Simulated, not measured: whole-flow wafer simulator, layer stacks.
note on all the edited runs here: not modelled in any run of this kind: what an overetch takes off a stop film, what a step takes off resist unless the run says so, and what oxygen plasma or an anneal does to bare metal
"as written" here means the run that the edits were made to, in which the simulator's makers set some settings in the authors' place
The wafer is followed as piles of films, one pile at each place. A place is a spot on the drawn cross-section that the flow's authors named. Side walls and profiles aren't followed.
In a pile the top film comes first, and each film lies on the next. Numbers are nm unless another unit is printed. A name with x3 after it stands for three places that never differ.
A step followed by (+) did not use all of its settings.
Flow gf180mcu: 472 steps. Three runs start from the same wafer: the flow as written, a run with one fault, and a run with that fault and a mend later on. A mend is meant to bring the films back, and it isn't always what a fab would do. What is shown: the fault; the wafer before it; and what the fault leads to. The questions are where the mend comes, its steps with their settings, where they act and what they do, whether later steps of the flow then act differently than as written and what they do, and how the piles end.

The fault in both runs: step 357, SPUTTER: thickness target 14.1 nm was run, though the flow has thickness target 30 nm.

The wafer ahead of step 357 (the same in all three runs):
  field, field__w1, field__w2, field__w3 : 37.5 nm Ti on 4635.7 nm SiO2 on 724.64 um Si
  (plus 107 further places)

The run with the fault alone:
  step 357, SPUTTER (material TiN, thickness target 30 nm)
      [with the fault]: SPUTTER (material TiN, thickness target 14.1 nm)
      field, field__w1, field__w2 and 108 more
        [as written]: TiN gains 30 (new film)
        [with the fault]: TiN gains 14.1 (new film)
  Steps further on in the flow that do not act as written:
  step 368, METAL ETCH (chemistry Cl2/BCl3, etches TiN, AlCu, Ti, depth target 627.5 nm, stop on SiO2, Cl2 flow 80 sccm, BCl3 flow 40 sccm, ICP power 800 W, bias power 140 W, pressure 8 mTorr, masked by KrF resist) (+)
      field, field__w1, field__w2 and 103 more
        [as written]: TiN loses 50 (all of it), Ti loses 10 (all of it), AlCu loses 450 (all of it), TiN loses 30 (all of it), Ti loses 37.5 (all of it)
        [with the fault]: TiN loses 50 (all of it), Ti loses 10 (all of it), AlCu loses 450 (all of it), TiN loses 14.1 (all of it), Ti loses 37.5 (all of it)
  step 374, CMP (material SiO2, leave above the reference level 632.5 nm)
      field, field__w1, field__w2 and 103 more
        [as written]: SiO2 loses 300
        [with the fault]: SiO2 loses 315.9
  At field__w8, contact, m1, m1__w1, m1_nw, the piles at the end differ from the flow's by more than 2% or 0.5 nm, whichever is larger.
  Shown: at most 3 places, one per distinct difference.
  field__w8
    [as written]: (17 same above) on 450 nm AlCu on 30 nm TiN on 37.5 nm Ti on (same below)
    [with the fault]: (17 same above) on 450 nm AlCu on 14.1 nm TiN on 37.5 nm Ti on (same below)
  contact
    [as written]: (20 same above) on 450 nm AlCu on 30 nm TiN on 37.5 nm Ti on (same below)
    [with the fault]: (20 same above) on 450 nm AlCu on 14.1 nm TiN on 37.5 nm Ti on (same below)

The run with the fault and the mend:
  The mend follows step 357.
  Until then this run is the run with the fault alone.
  step 357a, SPUTTER (material TiN, thickness target 15.9 nm) (the flow's step 357 again, with other settings)
      field, field__w1, field__w2 and 108 more
        TiN gains 15.9
  None of the later steps of the flow acts differently than as written at any place that is followed.
  By the end, the piles equal the flow's at every place that both follow.
